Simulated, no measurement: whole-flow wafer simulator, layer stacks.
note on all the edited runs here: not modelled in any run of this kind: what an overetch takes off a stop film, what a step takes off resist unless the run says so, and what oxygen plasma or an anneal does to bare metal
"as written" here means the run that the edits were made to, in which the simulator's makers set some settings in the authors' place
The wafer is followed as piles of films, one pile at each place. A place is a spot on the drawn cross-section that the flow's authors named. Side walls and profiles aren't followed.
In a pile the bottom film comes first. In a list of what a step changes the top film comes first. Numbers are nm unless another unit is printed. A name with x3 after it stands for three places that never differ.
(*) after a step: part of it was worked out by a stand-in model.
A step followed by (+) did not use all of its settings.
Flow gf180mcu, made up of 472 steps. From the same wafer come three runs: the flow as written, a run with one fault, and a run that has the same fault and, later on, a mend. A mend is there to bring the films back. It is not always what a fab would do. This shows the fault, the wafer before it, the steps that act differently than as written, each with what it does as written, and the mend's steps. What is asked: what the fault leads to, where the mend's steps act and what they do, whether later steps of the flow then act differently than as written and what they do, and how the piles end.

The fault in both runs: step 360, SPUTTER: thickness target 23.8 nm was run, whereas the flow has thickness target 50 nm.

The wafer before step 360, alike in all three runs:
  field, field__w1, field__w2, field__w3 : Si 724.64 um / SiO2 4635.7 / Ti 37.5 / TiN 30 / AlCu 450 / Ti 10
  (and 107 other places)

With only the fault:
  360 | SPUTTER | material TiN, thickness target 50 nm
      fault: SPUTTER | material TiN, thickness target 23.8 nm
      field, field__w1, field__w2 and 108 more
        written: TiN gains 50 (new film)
        fault: TiN gains 23.8 (new film)
  Later steps of the flow acting differently than as written (2 other steps are not shown; they differ only slightly, by no more than 2% or 0.5 nm, whichever is larger):
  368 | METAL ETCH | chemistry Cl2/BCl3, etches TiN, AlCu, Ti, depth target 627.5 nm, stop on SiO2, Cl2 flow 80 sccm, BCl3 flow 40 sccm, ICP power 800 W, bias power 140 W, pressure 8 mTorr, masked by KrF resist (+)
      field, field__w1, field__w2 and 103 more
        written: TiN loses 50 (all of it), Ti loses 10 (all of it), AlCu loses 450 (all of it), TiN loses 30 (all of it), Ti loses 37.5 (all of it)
        fault: TiN loses 23.8 (all of it), Ti loses 10 (all of it), AlCu loses 450 (all of it), TiN loses 30 (all of it), Ti loses 37.5 (all of it)
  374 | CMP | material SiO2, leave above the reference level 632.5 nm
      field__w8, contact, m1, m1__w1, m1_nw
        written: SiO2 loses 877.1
        fault: SiO2 loses 850.9
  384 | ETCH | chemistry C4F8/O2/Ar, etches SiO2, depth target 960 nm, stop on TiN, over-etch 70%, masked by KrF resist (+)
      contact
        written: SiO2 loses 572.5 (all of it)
        fault: SiO2 loses 598.7 (all of it)
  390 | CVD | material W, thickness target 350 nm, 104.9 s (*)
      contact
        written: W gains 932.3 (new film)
        fault: W gains 958.7 (new film)
  By the end, the piles at field__w8, contact, m1, m1__w1, m1_nw depart from the flow's by more than 2% or 0.5 nm, whichever is larger.
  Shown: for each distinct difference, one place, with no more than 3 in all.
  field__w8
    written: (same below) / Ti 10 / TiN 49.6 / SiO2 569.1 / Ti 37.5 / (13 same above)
    fault: (same below) / Ti 10 / TiN 23.4 / SiO2 595.3 / Ti 37.5 / (13 same above)
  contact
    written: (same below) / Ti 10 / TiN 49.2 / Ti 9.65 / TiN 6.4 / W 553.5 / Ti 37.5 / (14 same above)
    fault: (same below) / Ti 10 / TiN 23 / Ti 9.51 / TiN 6.31 / W 579.9 / Ti 37.5 / (14 same above)

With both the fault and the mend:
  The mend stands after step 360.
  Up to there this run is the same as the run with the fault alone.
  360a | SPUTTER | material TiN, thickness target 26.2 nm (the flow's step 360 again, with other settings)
      field, field__w1, field__w2 and 108 more
        TiN gains 26.2
  Every later step of the flow that is run acts as written at every place that is followed.
  The piles end the same as the flow's at every place that both follow.
